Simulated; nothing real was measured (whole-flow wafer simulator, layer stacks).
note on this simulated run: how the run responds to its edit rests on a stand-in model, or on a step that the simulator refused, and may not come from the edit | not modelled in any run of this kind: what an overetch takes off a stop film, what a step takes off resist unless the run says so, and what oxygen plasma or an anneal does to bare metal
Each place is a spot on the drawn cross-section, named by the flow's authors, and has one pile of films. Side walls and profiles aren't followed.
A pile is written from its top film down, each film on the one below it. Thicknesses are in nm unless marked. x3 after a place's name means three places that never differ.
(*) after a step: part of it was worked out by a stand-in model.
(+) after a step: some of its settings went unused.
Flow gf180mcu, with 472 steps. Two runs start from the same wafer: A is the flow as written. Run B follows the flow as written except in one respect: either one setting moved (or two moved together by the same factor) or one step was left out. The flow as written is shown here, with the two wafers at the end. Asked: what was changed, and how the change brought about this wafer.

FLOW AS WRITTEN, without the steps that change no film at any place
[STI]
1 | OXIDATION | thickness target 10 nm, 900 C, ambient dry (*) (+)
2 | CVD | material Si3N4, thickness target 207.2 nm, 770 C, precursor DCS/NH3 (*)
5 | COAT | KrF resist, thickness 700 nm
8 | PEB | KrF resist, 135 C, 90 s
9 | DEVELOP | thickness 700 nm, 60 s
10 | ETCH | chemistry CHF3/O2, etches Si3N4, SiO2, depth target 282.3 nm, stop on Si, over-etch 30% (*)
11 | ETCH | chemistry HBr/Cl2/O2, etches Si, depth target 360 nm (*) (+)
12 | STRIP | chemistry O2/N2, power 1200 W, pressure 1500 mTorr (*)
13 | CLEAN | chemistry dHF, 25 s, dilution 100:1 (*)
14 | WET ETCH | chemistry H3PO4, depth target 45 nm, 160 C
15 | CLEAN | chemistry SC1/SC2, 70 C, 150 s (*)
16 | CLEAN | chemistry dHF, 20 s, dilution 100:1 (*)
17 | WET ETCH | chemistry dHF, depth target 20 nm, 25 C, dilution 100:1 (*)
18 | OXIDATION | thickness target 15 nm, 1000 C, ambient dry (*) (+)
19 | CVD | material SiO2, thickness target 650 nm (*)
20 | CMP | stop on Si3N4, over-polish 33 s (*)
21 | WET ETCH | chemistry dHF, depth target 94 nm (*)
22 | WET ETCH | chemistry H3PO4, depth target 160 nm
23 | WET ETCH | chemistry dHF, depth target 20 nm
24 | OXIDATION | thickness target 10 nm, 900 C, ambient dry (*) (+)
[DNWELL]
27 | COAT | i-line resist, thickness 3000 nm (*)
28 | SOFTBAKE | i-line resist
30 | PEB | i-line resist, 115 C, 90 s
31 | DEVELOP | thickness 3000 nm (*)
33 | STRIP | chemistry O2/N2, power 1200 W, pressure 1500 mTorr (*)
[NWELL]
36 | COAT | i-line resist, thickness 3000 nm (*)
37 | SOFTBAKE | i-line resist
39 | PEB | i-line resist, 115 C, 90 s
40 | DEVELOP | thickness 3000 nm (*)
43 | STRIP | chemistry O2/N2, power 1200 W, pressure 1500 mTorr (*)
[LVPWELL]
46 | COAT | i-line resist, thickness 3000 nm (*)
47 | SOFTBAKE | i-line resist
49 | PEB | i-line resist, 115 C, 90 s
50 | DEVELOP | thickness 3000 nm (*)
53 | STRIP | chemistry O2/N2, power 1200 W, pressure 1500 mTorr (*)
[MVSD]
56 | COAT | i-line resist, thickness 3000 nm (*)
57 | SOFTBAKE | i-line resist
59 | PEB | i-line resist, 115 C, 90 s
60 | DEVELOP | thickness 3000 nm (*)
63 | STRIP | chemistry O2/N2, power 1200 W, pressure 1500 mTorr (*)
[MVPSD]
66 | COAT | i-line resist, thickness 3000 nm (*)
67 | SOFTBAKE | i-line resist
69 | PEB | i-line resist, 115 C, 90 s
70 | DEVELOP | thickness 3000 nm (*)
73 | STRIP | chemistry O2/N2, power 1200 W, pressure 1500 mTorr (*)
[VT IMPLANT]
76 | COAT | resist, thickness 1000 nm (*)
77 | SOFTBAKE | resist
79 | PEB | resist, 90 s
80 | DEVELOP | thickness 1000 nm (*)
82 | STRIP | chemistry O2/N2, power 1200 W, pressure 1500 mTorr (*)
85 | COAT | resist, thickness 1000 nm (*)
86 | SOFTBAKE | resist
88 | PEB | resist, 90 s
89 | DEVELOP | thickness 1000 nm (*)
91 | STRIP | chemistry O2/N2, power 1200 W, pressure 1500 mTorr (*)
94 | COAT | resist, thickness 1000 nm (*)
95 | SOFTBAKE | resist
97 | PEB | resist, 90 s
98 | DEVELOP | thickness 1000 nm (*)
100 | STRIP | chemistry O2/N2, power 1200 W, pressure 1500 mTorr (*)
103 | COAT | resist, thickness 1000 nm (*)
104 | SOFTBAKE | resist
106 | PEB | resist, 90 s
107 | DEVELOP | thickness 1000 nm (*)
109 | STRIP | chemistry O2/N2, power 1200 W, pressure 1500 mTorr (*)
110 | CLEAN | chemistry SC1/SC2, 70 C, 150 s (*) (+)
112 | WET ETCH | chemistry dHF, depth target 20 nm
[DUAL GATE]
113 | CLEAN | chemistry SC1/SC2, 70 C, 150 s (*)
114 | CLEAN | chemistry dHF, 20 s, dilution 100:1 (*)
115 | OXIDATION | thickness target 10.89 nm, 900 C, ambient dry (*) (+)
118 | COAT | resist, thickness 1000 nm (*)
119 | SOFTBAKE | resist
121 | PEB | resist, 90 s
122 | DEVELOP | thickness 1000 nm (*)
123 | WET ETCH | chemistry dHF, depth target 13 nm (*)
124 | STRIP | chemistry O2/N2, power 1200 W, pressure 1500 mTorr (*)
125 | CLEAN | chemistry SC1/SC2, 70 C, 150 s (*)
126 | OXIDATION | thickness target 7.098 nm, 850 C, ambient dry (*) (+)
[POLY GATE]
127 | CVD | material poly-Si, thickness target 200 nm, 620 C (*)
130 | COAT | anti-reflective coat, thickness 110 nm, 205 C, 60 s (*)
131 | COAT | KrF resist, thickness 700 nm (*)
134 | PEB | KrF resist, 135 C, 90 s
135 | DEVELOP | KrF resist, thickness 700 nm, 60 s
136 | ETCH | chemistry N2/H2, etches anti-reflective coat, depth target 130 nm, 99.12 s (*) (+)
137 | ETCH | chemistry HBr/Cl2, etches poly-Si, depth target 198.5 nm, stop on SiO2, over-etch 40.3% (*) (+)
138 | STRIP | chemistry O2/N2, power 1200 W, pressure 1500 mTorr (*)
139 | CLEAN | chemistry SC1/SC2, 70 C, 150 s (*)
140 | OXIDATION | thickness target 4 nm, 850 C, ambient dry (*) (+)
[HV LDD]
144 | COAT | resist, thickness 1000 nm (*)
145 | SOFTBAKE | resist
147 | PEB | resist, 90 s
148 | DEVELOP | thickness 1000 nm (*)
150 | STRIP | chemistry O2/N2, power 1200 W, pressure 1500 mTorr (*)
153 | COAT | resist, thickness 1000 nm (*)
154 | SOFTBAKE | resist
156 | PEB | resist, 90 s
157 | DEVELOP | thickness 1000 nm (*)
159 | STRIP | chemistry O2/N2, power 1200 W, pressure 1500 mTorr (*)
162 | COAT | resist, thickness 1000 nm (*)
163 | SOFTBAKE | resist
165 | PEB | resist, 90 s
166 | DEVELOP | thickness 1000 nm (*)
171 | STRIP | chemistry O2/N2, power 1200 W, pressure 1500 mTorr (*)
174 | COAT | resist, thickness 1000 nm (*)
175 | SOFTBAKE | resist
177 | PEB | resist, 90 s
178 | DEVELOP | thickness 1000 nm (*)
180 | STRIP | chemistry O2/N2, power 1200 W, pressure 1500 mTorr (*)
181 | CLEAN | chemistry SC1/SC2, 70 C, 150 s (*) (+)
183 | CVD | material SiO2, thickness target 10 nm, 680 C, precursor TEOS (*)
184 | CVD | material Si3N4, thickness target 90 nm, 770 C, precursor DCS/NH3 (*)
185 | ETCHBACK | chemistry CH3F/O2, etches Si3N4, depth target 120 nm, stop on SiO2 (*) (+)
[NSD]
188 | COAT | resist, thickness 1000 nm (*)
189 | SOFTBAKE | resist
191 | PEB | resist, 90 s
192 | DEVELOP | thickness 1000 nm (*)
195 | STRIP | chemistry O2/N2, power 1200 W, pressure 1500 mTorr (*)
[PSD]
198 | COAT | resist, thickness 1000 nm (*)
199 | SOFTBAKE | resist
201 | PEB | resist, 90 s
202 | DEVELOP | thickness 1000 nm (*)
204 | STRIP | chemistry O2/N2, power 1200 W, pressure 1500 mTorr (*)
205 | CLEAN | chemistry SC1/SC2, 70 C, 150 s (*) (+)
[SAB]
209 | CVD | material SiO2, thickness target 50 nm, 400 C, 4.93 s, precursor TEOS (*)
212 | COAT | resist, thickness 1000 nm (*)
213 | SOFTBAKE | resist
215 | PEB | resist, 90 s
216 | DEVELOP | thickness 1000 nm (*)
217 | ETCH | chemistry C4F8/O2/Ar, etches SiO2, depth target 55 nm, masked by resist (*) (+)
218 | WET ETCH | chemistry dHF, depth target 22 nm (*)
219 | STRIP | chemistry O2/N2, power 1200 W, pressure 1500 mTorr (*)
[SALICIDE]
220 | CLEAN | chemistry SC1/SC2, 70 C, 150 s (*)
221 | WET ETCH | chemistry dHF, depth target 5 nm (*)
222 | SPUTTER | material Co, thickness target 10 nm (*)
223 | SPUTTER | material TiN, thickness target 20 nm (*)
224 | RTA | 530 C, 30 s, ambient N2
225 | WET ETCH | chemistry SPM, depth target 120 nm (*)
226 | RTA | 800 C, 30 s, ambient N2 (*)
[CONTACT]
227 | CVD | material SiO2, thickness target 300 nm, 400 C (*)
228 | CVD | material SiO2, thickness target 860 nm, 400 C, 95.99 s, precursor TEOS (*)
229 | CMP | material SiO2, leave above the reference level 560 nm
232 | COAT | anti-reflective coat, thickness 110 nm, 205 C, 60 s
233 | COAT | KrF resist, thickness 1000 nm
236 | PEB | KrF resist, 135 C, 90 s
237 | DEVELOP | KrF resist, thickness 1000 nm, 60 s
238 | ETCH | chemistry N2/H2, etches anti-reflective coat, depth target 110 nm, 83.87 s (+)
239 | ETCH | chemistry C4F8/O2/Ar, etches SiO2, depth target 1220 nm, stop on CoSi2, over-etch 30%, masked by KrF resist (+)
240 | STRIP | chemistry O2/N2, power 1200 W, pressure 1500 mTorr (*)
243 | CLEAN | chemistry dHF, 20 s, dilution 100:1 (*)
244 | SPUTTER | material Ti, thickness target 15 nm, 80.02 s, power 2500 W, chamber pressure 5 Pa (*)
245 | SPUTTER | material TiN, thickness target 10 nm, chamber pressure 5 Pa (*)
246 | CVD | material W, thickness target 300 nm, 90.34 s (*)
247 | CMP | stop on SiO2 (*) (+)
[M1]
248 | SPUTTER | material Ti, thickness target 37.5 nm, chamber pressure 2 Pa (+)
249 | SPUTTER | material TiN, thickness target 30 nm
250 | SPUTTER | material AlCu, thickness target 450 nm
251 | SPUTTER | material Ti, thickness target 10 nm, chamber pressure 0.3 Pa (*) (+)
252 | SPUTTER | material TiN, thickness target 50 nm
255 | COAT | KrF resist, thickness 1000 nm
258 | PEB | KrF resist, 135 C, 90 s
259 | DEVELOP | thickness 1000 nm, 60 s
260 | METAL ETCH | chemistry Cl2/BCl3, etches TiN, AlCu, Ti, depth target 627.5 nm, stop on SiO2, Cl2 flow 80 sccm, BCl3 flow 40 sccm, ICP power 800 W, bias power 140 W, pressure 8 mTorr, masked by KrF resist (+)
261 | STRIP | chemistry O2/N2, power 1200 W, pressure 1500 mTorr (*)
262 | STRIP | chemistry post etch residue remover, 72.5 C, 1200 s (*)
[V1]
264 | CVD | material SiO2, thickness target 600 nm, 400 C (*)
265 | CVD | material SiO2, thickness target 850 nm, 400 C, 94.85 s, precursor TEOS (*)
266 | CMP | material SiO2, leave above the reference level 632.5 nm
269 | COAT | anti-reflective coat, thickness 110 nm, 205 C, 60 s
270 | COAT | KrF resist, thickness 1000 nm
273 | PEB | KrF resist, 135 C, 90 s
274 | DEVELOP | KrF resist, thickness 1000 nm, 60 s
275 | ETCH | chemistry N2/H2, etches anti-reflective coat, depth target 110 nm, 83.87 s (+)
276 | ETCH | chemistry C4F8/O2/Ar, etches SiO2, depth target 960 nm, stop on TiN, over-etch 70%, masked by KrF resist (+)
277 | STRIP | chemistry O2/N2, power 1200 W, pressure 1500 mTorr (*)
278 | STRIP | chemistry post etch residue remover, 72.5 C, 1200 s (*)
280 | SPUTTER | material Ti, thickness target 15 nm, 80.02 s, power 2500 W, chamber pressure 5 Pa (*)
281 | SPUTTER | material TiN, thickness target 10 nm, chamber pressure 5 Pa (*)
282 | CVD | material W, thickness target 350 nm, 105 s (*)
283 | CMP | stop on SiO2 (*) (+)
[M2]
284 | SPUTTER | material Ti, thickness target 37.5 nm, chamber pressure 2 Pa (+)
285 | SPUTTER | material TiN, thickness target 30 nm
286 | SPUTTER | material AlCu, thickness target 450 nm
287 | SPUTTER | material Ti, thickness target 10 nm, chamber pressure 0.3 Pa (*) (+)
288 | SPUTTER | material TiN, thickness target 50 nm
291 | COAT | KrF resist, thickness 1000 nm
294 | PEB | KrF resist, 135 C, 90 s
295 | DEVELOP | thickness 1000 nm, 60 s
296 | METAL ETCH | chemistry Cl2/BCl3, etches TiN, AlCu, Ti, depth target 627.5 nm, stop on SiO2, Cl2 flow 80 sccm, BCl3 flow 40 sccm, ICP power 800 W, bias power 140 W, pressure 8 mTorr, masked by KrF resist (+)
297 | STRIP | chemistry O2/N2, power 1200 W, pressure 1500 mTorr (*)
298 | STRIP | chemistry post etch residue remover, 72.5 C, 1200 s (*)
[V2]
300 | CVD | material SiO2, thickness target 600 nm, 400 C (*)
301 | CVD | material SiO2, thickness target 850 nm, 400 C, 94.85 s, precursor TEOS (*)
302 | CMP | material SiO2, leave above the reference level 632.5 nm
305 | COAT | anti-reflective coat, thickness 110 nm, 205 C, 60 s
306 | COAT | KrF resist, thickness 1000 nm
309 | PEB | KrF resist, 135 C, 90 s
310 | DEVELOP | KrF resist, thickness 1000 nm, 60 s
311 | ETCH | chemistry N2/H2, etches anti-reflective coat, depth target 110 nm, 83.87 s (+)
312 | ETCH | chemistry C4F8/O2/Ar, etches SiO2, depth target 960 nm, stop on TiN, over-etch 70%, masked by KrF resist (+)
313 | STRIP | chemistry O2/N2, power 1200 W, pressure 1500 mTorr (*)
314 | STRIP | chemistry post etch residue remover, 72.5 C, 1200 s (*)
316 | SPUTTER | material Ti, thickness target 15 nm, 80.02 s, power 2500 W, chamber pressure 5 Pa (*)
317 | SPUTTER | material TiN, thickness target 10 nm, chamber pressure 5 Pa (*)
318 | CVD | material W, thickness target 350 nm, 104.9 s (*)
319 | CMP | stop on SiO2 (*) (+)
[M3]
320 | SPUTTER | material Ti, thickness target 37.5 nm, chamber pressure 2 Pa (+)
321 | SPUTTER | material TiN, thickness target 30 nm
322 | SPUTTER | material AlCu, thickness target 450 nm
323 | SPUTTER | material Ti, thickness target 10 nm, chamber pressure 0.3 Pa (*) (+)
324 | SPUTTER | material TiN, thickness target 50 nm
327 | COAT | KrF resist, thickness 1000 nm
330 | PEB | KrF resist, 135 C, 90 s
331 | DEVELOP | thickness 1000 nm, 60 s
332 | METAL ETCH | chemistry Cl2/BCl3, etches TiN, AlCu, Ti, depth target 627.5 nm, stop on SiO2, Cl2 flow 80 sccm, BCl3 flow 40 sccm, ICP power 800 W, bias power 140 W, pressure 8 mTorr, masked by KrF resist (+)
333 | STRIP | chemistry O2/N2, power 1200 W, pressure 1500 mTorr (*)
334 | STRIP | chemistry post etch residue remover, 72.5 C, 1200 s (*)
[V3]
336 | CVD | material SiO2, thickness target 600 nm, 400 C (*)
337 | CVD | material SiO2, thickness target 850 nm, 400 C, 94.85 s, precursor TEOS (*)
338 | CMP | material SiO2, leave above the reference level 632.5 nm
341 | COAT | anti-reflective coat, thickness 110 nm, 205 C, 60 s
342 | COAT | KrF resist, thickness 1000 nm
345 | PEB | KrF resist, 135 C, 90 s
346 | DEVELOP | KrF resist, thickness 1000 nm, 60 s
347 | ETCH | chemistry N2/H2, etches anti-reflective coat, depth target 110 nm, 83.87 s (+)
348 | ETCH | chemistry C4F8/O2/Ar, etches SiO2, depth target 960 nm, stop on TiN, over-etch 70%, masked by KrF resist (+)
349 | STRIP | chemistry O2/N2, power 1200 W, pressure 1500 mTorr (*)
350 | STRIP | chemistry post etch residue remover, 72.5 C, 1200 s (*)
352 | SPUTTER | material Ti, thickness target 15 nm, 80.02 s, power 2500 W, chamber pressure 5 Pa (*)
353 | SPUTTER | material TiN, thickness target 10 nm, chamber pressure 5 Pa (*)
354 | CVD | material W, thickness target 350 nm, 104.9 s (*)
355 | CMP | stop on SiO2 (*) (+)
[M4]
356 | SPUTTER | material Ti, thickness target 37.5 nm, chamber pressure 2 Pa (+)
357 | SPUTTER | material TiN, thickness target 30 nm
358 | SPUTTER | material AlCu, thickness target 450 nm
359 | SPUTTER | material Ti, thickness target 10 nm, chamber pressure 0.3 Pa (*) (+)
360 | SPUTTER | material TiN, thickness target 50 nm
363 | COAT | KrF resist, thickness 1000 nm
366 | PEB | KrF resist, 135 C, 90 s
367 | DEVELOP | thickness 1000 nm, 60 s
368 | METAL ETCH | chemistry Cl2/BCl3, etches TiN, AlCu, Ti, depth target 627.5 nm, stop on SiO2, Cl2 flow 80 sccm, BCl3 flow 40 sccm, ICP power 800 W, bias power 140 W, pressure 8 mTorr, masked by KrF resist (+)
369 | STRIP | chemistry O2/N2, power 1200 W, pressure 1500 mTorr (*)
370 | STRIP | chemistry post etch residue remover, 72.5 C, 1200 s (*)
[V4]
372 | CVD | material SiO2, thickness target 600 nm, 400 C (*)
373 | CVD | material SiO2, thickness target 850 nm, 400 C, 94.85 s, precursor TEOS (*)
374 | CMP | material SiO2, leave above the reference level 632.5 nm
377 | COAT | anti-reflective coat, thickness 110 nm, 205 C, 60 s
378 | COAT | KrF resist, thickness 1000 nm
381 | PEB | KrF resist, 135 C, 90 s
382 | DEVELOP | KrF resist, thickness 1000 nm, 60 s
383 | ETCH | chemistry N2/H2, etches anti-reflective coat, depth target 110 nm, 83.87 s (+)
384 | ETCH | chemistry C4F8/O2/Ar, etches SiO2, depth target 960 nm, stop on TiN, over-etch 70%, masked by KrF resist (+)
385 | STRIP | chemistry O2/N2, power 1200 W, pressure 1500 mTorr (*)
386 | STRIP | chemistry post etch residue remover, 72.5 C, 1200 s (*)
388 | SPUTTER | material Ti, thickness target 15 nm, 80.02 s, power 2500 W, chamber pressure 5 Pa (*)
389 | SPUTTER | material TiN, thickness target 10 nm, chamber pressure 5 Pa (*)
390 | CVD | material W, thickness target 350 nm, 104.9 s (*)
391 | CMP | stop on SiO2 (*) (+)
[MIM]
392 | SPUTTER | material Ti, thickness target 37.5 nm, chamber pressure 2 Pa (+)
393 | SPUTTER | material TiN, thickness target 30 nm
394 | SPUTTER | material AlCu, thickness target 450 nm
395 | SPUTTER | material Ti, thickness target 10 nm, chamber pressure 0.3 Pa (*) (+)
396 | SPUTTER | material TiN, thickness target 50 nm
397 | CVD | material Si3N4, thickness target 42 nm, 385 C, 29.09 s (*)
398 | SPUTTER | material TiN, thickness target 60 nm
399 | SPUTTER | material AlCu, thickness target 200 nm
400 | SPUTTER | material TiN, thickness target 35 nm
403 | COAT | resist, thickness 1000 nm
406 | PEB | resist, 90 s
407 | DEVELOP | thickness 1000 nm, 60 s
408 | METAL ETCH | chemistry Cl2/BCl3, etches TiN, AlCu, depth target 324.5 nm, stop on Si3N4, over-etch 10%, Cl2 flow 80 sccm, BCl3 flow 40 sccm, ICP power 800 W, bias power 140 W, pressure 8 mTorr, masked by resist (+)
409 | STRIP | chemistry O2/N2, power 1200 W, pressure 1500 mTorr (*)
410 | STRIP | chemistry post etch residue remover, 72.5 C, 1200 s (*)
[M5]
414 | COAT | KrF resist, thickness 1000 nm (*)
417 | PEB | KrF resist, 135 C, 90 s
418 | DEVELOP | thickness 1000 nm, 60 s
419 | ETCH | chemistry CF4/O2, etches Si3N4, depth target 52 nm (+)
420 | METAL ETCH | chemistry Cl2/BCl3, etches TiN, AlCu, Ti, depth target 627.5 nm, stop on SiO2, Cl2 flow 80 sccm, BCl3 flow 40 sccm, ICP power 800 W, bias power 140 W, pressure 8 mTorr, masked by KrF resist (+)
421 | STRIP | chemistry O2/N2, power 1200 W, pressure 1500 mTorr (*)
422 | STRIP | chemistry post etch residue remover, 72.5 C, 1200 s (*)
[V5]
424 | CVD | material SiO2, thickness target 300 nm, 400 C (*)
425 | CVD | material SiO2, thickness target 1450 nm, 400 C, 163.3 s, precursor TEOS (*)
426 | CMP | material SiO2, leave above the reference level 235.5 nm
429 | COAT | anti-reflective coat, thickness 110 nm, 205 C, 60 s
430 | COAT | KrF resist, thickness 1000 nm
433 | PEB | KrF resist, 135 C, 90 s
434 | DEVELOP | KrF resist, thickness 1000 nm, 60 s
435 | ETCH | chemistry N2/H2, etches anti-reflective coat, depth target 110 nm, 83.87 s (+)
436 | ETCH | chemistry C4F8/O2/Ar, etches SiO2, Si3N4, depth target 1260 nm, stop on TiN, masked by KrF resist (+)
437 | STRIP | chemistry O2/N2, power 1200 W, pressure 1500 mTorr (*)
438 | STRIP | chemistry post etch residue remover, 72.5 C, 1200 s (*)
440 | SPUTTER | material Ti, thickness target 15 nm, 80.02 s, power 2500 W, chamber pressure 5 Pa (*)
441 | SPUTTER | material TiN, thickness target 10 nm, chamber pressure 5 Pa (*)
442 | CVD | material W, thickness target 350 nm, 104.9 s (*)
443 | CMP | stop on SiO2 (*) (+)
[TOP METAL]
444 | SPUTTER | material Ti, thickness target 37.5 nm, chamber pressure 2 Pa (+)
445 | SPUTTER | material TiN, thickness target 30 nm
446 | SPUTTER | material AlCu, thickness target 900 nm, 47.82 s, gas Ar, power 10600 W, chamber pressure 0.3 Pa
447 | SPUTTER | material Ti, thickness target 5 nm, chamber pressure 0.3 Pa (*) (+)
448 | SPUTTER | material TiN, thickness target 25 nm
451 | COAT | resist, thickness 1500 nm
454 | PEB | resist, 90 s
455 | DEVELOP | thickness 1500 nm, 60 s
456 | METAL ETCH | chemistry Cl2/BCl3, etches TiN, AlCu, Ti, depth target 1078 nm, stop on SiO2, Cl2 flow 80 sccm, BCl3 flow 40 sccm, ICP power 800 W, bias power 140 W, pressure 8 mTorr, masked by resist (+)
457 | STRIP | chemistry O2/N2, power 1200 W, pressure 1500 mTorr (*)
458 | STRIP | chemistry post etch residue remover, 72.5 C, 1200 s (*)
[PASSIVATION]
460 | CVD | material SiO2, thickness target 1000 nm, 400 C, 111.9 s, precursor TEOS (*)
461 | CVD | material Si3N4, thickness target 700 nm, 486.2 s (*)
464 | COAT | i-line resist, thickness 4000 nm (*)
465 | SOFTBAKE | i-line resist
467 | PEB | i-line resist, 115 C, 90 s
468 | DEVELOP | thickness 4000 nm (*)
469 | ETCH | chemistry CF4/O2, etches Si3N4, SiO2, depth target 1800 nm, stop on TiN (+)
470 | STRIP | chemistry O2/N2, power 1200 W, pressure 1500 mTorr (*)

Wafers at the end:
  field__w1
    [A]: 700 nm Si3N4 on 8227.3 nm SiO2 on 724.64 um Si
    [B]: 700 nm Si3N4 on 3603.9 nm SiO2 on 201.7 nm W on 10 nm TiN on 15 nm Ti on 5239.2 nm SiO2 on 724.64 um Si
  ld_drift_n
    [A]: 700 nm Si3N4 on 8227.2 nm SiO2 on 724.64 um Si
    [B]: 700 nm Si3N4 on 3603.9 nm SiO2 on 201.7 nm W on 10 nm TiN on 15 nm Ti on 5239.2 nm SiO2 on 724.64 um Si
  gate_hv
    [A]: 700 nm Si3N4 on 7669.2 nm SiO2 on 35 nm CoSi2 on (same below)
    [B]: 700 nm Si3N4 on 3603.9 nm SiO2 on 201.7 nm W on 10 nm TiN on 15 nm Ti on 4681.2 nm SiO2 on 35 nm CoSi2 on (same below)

What caused this: step 302, CMP: material SiO2, leave above the reference level 632.5 nm, was not run.

The path from the change to this, step by step:
  305 | COAT | anti-reflective coat, thickness 110 nm, 205 C, 60 s
      field__w3, p_well, sti, spacer, sd_n, mim_1p0, pad, dice_street: A anti-reflective coat gains 110 (new film) | B anti-reflective coat gains 113.7 (new film)
      field__w6, ld_sd_n: A anti-reflective coat gains 110 (new film) | B anti-reflective coat gains 116.8 (new film)
      (and at 36 other places as well)
  306 | COAT | KrF resist, thickness 1000 nm
      field: A KrF resist gains 1000 (new film) | B KrF resist gains 855.8 (new film)
      field__w5: A KrF resist gains 1000 (new film) | B KrF resist gains 1035.8 (new film)
      (and at 26 other places as well)
  309 | PEB | KrF resist, 135 C, 90 s
      polyc_n, polyc_n_rim: A KrF resist loses 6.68 | B KrF resist loses 11.3
      field: A KrF resist loses 6.68 | B KrF resist loses 5.01
      (and at 16 other places as well)
  310 | DEVELOP | KrF resist, thickness 1000 nm, 60 s
      contact: A KrF resist loses 993.3 (all of it) | B KrF resist loses 682.8 (all of it)
  311 | ETCH | chemistry N2/H2, etches anti-reflective coat, depth target 110 nm, 83.87 s (+)
      contact: A anti-reflective coat loses 110 (all of it), SiO2 loses 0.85 | B anti-reflective coat loses 17.3 (all of it), SiO2 loses 3.22
  312 | ETCH | chemistry C4F8/O2/Ar, etches SiO2, depth target 960 nm, stop on TiN, over-etch 70%, masked by KrF resist (+)
      contact: A SiO2 loses 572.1 (all of it) | B SiO2 loses 960
  313 | STRIP | chemistry O2/N2, power 1200 W, pressure 1500 mTorr (*)
      p_well, sti, spacer, sd_n, mim_1p0, pad, dice_street: A KrF resist loses 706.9 (all of it), anti-reflective coat loses 110 (all of it) | B KrF resist loses 707.6 (all of it), anti-reflective coat loses 113.7 (all of it)
      field: A KrF resist loses 706.9 (all of it), anti-reflective coat loses 110 (all of it) | B KrF resist loses 564.4 (all of it), anti-reflective coat loses 428.4 (all of it)
      (and at 40 other places as well)
  316 | SPUTTER | material Ti, thickness target 15 nm, 80.02 s, power 2500 W, chamber pressure 5 Pa (*)
      contact: A Ti gains 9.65 (new film) | B Ti gains 10.8 (new film)
  317 | SPUTTER | material TiN, thickness target 10 nm, chamber pressure 5 Pa (*)
      contact: A TiN gains 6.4 (new film) | B TiN gains 7.18 (new film)
  318 | CVD | material W, thickness target 350 nm, 104.9 s (*)
      contact: A W gains 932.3 (new film) | B W gains 743.2 (new film)
  319 | CMP | stop on SiO2 (*) (+)
      field__w8, m1, m1__w1, m1_nw: A W loses 350 (all of it), TiN loses 10 (all of it), Ti loses 15 (all of it), SiO2 loses 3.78 | B W loses 350 (all of it), TiN loses 10 (all of it), Ti loses 15 (all of it), SiO2 loses 23.6
  323 | SPUTTER | material Ti, thickness target 10 nm, chamber pressure 0.3 Pa (*) (+)
      field__w5: A Ti gains 10 (new film) | B Ti gains 9.2 (new film)
  327 | COAT | KrF resist, thickness 1000 nm
      field: A KrF resist gains 1000 (new film) | B KrF resist gains 1163.8 (new film)
      field__w8: A KrF resist gains 1000 (new film) | B KrF resist gains 604.2 (new film)
      (and at 11 other places as well)
  330 | PEB | KrF resist, 135 C, 90 s
      field: A KrF resist loses 6.68 | B KrF resist loses 8.56
      field__w8: A KrF resist loses 6.68 | B KrF resist loses 2.97
      (and at 9 other places as well)
  331 | DEVELOP | thickness 1000 nm, 60 s
      field: A KrF resist loses 993.3 (all of it) | B KrF resist loses 1155.2 (all of it)
      n_well: A KrF resist loses 993.3 (all of it) | B KrF resist loses 1117.7 (all of it)
      (and at 6 other places as well)
  332 | METAL ETCH | chemistry Cl2/BCl3, etches TiN, AlCu, Ti, depth target 627.5 nm, stop on SiO2, Cl2 flow 80 sccm, BCl3 flow 40 sccm, ICP power 800 W, bias power 140 W, pressure 8 mTorr, masked by KrF resist (+)
      field__w5: A TiN loses 50 (all of it), Ti loses 10 (all of it), AlCu loses 450 (all of it), TiN loses 30 (all of it), Ti loses 37.5 (all of it) | B TiN loses 49.3 (all of it), Ti loses 9.2 (all of it), AlCu loses 445.1 (all of it), TiN loses 29.6 (all of it), Ti loses 37.5 (all of it)
  ... another 15 steps ...
  374 | CMP | material SiO2, leave above the reference level 632.5 nm
      field, field__w1, field__w2 and 103 more: A SiO2 loses 300 | B SiO2 loses 287.7
With metal films that touch counted as one body, field__w1 has 1 body; the flow as written gives 0 bodies.
With metal films that touch counted as one body, ld_drift_n has 1 body; the flow as written gives 0 bodies.
With metal films that touch counted as one body, gate_hv has 2 bodies (between them, from the top down: SiO2 4681.2); the flow as written gives 1 body.
